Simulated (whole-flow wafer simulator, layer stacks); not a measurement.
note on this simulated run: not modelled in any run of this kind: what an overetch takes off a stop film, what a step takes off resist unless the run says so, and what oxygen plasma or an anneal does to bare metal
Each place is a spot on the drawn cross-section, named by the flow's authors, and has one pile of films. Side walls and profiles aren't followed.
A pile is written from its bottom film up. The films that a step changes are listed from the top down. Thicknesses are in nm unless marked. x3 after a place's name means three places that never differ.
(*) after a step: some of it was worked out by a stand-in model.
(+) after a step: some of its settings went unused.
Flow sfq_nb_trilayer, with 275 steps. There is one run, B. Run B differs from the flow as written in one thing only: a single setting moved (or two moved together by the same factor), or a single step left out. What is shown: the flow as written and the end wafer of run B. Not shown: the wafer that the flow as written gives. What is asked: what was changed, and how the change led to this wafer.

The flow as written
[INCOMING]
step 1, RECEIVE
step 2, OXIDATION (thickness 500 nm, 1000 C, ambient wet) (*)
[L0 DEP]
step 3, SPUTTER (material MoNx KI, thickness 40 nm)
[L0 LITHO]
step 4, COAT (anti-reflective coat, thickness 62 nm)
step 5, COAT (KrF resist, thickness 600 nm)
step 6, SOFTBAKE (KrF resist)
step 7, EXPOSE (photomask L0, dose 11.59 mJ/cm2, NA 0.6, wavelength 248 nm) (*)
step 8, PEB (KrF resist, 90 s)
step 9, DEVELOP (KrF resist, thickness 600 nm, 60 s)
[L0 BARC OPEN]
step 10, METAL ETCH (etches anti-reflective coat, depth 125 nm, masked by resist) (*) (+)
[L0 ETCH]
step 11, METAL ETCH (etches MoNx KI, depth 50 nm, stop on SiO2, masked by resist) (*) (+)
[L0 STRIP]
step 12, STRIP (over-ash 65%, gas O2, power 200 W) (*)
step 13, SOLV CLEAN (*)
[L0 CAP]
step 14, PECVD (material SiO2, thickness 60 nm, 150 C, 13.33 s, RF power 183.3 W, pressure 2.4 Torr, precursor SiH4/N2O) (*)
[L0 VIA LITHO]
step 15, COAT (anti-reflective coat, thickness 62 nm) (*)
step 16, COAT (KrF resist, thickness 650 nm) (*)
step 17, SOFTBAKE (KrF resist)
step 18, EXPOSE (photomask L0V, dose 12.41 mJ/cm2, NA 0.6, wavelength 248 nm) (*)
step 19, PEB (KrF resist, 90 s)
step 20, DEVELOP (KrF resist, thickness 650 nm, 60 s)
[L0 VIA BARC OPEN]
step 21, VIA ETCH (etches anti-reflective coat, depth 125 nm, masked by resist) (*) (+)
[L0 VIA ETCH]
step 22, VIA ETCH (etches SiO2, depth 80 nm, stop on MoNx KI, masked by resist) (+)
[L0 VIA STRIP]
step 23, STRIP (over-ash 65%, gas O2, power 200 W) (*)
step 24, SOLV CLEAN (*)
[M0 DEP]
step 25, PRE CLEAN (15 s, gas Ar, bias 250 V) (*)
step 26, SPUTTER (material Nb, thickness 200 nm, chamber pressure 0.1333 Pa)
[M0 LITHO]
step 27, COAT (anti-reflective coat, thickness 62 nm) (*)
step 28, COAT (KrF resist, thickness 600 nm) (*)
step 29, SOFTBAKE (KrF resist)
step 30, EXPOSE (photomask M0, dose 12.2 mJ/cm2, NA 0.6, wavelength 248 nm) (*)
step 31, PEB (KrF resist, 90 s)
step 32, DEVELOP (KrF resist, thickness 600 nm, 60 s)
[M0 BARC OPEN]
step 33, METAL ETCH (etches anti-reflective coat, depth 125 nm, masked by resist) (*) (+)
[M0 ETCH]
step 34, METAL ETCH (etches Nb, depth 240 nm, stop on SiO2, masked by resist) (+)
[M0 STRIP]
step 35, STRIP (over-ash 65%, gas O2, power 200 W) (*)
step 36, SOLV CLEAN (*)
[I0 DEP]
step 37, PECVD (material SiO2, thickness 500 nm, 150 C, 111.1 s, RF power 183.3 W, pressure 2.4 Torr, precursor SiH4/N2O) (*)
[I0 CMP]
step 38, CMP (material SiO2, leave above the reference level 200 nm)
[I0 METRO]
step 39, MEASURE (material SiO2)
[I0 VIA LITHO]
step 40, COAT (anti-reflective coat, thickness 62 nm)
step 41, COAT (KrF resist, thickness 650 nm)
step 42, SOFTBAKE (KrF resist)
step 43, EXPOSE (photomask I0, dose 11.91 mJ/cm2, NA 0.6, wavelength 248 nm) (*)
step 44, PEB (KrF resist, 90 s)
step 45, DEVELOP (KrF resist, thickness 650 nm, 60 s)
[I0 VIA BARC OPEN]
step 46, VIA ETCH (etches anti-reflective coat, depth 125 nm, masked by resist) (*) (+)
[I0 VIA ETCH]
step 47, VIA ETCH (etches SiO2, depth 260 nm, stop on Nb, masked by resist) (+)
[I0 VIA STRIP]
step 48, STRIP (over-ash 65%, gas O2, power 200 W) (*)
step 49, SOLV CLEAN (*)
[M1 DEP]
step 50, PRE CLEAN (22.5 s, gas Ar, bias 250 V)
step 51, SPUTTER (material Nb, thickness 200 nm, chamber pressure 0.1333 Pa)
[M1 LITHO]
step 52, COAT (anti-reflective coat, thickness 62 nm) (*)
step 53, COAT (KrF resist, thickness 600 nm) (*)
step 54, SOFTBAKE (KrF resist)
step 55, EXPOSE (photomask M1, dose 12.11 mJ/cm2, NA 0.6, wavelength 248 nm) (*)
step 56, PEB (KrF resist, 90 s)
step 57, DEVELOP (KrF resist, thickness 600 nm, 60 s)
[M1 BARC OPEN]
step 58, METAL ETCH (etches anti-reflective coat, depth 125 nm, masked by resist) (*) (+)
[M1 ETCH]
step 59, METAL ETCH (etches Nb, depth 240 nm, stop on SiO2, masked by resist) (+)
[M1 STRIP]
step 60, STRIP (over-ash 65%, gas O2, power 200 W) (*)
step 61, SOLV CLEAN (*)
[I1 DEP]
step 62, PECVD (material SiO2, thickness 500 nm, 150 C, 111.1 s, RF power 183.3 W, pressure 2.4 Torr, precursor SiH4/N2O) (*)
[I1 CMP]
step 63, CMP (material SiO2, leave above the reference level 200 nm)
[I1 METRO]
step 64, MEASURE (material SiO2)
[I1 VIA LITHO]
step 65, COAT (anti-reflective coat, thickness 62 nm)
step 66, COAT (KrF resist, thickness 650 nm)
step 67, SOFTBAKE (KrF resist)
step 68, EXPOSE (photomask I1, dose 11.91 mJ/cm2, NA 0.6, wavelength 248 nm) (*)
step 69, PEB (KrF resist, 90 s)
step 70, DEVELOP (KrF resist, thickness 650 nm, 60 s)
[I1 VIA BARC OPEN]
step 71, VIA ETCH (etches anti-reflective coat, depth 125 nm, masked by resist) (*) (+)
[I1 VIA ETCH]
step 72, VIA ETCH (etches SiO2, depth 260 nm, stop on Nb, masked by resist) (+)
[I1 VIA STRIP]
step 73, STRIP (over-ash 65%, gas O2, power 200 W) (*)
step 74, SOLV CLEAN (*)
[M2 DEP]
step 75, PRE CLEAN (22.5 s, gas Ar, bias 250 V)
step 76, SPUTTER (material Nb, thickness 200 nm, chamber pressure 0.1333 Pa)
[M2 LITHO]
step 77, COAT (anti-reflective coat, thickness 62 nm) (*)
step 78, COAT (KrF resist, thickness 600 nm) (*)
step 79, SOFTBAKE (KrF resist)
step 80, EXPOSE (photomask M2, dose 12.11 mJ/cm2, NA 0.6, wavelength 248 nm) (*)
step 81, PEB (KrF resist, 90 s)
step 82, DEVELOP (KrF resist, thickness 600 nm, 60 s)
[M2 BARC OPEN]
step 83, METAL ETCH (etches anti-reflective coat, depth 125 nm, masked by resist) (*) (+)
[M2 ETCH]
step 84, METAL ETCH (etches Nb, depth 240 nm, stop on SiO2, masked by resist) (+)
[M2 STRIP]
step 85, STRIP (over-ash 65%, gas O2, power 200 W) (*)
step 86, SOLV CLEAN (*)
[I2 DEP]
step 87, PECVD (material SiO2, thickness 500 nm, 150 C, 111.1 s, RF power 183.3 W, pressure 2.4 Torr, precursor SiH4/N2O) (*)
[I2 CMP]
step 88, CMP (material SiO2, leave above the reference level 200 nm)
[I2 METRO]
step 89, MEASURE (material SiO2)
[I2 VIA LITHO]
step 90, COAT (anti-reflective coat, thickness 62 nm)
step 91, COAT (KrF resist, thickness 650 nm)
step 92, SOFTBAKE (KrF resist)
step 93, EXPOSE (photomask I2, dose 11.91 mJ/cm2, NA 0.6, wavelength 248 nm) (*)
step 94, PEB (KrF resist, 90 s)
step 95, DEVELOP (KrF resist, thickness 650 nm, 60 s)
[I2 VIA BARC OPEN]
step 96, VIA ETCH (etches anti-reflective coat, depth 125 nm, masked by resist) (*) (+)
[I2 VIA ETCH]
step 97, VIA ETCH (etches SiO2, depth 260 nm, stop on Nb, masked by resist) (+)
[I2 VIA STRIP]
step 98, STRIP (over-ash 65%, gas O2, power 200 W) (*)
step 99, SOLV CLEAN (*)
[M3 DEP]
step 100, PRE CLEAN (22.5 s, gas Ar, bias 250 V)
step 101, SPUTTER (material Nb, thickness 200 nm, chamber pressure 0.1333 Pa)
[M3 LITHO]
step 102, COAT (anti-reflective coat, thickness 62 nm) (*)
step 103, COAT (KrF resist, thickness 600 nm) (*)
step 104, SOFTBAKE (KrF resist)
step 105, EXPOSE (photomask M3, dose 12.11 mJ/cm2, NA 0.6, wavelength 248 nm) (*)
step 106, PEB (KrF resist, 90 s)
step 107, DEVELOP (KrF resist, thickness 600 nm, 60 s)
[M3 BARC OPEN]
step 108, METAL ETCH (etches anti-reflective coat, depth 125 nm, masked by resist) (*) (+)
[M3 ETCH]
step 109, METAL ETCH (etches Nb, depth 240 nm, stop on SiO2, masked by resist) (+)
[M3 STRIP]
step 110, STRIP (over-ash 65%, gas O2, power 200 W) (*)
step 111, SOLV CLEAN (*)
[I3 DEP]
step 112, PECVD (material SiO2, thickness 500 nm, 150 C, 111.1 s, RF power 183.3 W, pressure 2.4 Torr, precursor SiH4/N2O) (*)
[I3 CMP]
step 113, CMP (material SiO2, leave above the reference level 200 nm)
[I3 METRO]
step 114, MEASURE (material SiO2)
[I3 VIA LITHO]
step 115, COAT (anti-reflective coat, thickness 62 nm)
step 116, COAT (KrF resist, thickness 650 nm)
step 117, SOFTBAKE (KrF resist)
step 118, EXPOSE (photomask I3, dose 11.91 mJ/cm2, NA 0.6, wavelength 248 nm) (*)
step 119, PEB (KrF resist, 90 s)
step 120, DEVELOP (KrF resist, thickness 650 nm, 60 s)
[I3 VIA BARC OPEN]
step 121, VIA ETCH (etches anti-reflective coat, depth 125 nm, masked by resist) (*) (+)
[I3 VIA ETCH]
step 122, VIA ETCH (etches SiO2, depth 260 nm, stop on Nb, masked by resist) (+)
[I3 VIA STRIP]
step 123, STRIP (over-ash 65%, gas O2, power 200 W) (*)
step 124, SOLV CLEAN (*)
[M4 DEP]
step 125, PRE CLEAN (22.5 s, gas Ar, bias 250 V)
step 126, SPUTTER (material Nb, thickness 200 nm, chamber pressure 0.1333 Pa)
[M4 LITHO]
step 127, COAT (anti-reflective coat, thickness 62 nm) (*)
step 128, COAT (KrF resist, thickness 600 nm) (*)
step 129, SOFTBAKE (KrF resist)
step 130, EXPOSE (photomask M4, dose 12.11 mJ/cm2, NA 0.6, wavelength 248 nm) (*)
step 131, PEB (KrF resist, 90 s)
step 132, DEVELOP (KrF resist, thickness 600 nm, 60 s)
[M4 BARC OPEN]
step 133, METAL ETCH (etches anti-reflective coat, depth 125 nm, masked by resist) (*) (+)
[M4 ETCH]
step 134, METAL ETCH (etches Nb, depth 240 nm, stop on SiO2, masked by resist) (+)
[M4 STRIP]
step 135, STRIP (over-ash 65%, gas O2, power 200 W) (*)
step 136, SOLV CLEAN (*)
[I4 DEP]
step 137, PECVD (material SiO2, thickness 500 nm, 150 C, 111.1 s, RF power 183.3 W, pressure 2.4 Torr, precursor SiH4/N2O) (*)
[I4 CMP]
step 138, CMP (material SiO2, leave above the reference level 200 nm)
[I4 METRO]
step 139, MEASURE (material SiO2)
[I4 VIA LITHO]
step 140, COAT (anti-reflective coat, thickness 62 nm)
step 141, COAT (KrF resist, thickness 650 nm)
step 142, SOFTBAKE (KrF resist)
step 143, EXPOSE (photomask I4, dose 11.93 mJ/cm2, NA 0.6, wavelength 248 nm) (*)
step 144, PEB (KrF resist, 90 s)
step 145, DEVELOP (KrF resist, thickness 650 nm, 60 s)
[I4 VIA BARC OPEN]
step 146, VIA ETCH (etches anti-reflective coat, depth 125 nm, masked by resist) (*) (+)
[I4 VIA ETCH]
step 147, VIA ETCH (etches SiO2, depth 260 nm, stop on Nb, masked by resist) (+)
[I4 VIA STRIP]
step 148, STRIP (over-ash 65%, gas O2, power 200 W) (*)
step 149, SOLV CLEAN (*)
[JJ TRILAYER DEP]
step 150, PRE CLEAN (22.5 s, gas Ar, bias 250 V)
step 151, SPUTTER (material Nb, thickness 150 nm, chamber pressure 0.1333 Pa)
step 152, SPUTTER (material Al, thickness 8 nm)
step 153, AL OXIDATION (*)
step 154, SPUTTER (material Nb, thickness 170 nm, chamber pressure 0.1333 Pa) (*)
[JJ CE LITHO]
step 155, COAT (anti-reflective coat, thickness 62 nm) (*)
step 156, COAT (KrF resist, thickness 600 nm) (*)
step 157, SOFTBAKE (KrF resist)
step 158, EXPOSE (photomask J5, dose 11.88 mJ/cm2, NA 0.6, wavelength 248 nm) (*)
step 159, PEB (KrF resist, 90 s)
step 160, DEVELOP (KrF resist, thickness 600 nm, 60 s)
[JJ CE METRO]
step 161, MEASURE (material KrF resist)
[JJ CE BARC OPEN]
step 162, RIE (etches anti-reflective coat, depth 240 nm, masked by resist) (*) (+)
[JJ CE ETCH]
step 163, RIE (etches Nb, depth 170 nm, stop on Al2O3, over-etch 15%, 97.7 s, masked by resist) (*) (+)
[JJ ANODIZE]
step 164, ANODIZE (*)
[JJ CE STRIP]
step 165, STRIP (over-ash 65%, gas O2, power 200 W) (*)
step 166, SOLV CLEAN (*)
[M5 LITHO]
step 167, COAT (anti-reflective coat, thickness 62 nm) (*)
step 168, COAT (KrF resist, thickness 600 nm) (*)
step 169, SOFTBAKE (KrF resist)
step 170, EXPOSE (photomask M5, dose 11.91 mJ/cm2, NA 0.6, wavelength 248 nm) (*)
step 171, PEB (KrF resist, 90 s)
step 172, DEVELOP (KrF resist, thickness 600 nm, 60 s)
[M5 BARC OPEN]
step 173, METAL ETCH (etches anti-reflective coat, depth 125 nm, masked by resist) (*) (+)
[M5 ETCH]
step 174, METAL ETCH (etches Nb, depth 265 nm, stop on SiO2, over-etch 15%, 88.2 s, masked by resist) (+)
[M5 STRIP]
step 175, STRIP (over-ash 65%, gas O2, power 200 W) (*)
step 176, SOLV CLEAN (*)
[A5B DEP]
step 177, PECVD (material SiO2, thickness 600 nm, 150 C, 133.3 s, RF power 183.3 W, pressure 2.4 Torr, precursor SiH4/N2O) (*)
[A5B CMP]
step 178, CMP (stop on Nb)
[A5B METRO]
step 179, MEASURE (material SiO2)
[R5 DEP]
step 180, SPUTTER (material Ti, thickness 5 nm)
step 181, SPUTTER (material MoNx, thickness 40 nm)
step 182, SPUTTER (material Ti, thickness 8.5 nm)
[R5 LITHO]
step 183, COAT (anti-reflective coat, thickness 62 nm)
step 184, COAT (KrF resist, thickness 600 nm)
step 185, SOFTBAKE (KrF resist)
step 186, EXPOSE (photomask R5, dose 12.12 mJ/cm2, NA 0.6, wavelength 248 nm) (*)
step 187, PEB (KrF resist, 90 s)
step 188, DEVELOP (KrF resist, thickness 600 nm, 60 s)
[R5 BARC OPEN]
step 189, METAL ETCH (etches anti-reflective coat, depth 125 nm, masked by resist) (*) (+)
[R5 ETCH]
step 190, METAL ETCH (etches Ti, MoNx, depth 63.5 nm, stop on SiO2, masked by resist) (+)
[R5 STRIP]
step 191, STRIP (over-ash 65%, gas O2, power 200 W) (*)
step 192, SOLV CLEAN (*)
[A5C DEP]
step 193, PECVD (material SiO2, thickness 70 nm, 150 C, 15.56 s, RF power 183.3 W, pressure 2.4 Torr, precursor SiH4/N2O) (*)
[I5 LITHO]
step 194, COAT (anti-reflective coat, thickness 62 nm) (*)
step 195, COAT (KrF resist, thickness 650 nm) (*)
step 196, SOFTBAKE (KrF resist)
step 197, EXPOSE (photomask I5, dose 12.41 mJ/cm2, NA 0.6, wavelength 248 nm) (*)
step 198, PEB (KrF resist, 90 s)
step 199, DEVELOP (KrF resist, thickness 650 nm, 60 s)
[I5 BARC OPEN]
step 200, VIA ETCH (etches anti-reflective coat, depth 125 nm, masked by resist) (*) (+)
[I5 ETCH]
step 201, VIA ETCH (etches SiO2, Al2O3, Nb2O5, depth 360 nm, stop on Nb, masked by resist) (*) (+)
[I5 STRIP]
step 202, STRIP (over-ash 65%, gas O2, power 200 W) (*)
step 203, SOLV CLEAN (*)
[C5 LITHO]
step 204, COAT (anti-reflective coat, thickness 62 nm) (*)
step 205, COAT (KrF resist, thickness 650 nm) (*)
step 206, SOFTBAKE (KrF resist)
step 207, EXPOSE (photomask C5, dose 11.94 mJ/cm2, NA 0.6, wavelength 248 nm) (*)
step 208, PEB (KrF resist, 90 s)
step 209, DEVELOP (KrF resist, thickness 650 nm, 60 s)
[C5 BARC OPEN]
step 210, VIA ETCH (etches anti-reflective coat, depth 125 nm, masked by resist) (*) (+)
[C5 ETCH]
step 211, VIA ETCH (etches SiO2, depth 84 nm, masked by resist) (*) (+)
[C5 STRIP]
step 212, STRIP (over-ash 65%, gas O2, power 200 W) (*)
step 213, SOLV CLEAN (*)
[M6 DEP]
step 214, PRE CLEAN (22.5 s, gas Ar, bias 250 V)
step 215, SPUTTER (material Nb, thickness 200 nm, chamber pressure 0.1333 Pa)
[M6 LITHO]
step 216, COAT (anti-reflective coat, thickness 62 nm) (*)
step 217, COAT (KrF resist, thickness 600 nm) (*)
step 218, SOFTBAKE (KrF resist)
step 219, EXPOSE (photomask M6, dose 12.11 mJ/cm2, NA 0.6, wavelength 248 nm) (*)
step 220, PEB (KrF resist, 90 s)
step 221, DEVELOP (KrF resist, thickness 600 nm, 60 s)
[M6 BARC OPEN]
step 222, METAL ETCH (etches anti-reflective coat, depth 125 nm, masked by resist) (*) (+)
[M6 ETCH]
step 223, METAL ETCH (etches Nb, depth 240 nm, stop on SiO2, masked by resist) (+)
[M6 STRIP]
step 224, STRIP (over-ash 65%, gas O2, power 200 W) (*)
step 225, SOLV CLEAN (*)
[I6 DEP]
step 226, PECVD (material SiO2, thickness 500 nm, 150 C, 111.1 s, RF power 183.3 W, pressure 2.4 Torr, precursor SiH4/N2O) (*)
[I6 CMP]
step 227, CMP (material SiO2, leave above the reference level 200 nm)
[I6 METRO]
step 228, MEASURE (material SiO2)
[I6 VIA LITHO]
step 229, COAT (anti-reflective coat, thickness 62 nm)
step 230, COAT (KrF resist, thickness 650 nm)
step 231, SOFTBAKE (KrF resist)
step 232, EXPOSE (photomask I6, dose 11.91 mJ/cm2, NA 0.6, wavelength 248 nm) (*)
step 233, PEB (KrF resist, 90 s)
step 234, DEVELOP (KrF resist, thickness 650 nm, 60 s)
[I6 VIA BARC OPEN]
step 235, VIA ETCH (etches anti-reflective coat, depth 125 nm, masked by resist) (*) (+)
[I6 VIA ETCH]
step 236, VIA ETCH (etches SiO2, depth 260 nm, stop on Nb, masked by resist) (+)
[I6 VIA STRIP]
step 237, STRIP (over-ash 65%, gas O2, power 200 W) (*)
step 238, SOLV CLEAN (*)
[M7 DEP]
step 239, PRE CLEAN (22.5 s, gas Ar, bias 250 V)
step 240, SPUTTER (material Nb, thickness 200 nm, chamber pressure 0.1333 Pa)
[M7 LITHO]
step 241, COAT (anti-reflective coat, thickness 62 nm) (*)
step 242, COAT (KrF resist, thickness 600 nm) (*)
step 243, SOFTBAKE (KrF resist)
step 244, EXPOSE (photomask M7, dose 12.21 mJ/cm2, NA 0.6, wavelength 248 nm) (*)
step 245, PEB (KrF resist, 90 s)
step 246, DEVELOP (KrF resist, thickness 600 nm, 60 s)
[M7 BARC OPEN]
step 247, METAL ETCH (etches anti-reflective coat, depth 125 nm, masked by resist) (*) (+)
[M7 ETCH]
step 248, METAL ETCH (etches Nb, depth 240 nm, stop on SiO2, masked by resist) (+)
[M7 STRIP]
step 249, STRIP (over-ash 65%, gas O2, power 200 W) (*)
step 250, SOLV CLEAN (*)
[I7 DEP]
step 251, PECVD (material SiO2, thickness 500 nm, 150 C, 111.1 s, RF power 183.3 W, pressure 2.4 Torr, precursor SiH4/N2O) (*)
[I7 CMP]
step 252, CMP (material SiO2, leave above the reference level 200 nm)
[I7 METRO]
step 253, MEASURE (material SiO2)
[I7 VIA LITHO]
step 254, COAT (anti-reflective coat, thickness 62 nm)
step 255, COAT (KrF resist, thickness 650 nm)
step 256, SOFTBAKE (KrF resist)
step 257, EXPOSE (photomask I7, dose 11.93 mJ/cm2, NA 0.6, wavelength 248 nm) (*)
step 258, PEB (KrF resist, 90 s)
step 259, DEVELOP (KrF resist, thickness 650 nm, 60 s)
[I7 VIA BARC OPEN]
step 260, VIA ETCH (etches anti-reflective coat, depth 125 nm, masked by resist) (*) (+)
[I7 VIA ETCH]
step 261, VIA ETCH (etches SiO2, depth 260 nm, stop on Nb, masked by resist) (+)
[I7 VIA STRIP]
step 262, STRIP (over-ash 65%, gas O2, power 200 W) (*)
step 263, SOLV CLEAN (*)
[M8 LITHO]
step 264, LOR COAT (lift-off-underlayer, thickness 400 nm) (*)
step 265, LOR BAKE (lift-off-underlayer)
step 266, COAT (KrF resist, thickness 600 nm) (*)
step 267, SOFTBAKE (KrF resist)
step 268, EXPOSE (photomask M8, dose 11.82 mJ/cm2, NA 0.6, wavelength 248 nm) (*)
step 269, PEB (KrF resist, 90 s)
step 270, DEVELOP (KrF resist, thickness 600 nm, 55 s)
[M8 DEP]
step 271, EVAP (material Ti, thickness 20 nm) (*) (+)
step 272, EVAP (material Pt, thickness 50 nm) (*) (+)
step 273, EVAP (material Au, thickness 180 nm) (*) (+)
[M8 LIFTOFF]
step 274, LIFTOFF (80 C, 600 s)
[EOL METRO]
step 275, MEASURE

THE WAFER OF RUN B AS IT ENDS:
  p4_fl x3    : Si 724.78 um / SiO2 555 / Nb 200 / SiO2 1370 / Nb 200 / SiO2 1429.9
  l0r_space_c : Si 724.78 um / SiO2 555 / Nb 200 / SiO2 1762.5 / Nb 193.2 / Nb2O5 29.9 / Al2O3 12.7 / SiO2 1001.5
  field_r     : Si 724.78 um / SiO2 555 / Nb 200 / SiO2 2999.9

Cause: step 151, SPUTTER: thickness 204 nm was run, whereas the flow has thickness 150 nm.

Step by step, how the change led to this:
  step 151, SPUTTER (material Nb, thickness 150 nm, chamber pressure 0.1333 Pa)
      field_l, v_sur, via_sp and 100 more: Nb gains 204 (new film) (in the flow as written it would be: Nb gains 150 (new film))
      via_wl, via_w, via_wr: Nb gains 177.9 (in the flow as written it would be: Nb gains 130.4)
  step 154, SPUTTER (material Nb, thickness 170 nm, chamber pressure 0.1333 Pa) (*)
      via_wl, via_wr: Nb gains 137.7 (new film) (in the flow as written it would be: Nb gains 140.7 (new film))
      via_w: Nb gains 138.1 (new film) (in the flow as written it would be: Nb gains 141 (new film))
  step 155, COAT (anti-reflective coat, thickness 62 nm) (*)
      via_wl, via_wr: anti-reflective coat gains 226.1 (new film) (in the flow as written it would be: anti-reflective coat gains 209.4 (new film))
      via_w: anti-reflective coat gains 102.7 (new film) (in the flow as written it would be: anti-reflective coat gains 97.4 (new film))
  step 162, RIE (etches anti-reflective coat, depth 240 nm, masked by resist) (*) (+)
      ce_l, c5j, ce_r, wl_jj: KrF resist loses 226.1 (in the flow as written it would be: KrF resist loses 209.4)
      via_wl, via_wr: anti-reflective coat loses 226.1 (all of it) (in the flow as written it would be: anti-reflective coat loses 209.4 (all of it))
      (also at 1 further place)
  step 163, RIE (etches Nb, depth 170 nm, stop on Al2O3, over-etch 15%, 97.7 s, masked by resist) (*) (+)
      via_wl, via_wr: Nb loses 137.7 (all of it), Al2O3 loses 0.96 (all of it) (in the flow as written it would be: Nb loses 140.7 (all of it), Al2O3 loses 0.96 (all of it))
      via_w: Nb loses 138.1 (all of it), Al2O3 loses 0.96 (all of it) (in the flow as written it would be: Nb loses 141 (all of it), Al2O3 loses 0.96 (all of it))
  step 164, ANODIZE (*)
      via_wl, via_wr: Al2O3 gains 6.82 (new film), Nb2O5 gains 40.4 (new film), Al loses 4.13 (all of it), Nb loses 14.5 (in the flow as written it would be: Al2O3 gains 7.52 (new film), Nb2O5 gains 39.2 (new film), Al loses 4.56 (all of it), Nb loses 14.1)
  step 165, STRIP (over-ash 65%, gas O2, power 200 W) (*)
      ce_l: KrF resist loses 250 (all of it), anti-reflective coat loses 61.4 (all of it) (in the flow as written it would be: KrF resist loses 266.8 (all of it), anti-reflective coat loses 61.4 (all of it))
      c5j: KrF resist loses 250.1 (all of it), anti-reflective coat loses 61.5 (all of it) (in the flow as written it would be: KrF resist loses 266.9 (all of it), anti-reflective coat loses 61.5 (all of it))
      (also at 2 further places)
  step 167, COAT (anti-reflective coat, thickness 62 nm) (*)
      v_sur: anti-reflective coat gains 41.2 (new film) (in the flow as written it would be: anti-reflective coat gains 44.9 (new film))
      via_wl: anti-reflective coat gains 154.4 (new film) (in the flow as written it would be: anti-reflective coat gains 170.5 (new film))
      (also at 3 further places)
  step 168, COAT (KrF resist, thickness 600 nm) (*)
      via_wl: KrF resist gains 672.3 (new film) (in the flow as written it would be: KrF resist gains 656 (new film))
      via_wr: KrF resist gains 673.1 (new film) (in the flow as written it would be: KrF resist gains 656.6 (new film))
  step 174, METAL ETCH (etches Nb, depth 265 nm, stop on SiO2, over-etch 15%, 88.2 s, masked by resist) (+)
      field_l, r_sur, res and 49 more: Al2O3 loses 12.6 (all of it), Nb2O5 loses 29.9 (all of it), Nb loses 193.2 (all of it), SiO2 loses 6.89 (in the flow as written it would be: Al2O3 loses 12.6 (all of it), Nb2O5 loses 29.9 (all of it), Nb loses 139.2 (all of it), SiO2 loses 12.3)
      wl_a_sl: Al2O3 loses 12.6 (all of it), Nb2O5 loses 29.9 (all of it), Nb loses 193.2 (all of it), SiO2 loses 6.9 (in the flow as written it would be: Al2O3 loses 12.6 (all of it), Nb2O5 loses 29.9 (all of it), Nb loses 139.2 (all of it), SiO2 loses 12.3)
  step 175, STRIP (over-ash 65%, gas O2, power 200 W) (*)
      v_sur: KrF resist loses 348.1 (all of it), anti-reflective coat loses 41.2 (all of it) (in the flow as written it would be: KrF resist loses 349.2 (all of it), anti-reflective coat loses 44.9 (all of it))
      via_wl: KrF resist loses 443.3 (all of it), anti-reflective coat loses 154.4 (all of it) (in the flow as written it would be: KrF resist loses 427 (all of it), anti-reflective coat loses 170.5 (all of it))
      (also at 3 further places)
  step 178, CMP (stop on Nb)
      field_l, p4_fl x3, p4_w1 x9 and 29 more: SiO2 loses 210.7 (in the flow as written it would be: SiO2 loses 259.3)
      r_sur, res, r_end, moat, field_r, lsp_l: SiO2 loses 201.9 (in the flow as written it would be: SiO2 loses 252.3)
      (also at 8 further places)
